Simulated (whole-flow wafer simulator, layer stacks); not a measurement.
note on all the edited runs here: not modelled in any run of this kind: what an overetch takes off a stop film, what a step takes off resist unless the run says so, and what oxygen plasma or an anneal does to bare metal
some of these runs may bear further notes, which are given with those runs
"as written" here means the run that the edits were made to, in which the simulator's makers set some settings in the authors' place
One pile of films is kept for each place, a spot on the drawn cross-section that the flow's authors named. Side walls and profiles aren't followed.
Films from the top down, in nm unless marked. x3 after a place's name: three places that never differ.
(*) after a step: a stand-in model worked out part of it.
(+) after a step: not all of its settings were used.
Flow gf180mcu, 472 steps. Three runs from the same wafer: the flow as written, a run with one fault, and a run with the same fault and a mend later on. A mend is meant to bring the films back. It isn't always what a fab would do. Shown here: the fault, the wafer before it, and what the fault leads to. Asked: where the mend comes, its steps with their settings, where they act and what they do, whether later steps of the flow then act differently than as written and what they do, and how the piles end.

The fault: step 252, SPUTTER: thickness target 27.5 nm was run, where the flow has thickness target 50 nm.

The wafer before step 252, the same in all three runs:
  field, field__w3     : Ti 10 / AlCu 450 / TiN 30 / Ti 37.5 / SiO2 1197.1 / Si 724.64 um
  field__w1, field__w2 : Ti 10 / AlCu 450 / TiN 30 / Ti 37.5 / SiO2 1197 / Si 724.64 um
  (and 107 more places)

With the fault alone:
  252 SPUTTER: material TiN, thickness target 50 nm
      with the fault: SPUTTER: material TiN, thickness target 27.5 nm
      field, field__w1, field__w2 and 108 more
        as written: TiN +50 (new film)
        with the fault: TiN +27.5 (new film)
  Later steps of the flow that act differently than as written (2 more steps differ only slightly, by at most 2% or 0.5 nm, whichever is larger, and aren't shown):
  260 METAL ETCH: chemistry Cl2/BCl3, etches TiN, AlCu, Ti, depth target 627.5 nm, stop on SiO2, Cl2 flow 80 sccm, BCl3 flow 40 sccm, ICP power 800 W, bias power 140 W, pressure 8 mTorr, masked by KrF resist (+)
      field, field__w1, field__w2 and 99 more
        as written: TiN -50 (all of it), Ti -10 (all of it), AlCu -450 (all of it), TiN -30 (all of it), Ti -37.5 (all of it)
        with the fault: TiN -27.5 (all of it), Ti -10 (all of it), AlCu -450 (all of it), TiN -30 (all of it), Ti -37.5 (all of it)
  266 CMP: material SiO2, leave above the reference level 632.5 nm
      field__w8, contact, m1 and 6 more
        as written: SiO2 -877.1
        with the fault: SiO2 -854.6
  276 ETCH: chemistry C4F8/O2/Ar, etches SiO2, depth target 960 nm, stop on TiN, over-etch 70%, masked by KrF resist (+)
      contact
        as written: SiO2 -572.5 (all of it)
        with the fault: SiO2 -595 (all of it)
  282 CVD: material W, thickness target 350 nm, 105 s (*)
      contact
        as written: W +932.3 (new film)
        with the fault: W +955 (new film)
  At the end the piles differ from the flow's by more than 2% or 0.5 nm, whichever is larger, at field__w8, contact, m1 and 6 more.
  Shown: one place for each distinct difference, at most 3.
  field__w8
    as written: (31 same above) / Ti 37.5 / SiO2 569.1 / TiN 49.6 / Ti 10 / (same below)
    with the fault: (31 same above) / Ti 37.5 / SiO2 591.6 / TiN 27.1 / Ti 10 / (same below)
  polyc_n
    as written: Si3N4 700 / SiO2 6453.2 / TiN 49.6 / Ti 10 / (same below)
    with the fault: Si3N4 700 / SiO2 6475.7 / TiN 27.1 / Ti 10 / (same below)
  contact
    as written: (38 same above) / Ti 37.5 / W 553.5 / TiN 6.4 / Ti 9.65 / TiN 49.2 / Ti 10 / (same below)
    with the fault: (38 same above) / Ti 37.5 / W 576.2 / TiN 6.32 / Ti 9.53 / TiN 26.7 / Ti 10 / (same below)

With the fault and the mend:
  The mend comes after step 259.
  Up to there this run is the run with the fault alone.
  259a STRIP: chemistry O2/N2, power 2160 W, pressure 1700 mTorr (*)
      field__w8, contact, m1 and 6 more
        KrF resist -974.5 (all of it)
  259b SPUTTER: material TiN, thickness target 22.5 nm (the flow's step 252 once more, with other settings)
      field, field__w1, field__w2 and 108 more
        TiN +22.5
  259c HMDS: 120 C, 60 s (the flow's step 254 once more)
      changes no film at any place that is followed
  259d COAT: KrF resist, thickness 1000 nm (the flow's step 255 once more)
      field, field__w1, field__w2 and 108 more
        KrF resist +1000 (new film)
  259e SOFTBAKE: KrF resist (the flow's step 256 once more)
      changes no film at any place that is followed
  259f EXPOSE: photomask Metal1 (the flow's step 257 once more)
      changes no film at any place that is followed
  259g PEB: KrF resist, 135 C, 90 s (the flow's step 258 once more)
      field, field__w1, field__w2 and 108 more
        KrF resist -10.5
  259h DEVELOP: thickness 1000 nm, 60 s (the flow's step 259 once more)
      field, field__w1, field__w2 and 99 more
        KrF resist -989.5 (all of it)
      field__w8, contact, m1 and 6 more
        KrF resist -14.9
  No later step of the flow acts differently than as written at any place that is followed.
  At the end the piles are the same as the flow's at every place that both follow.
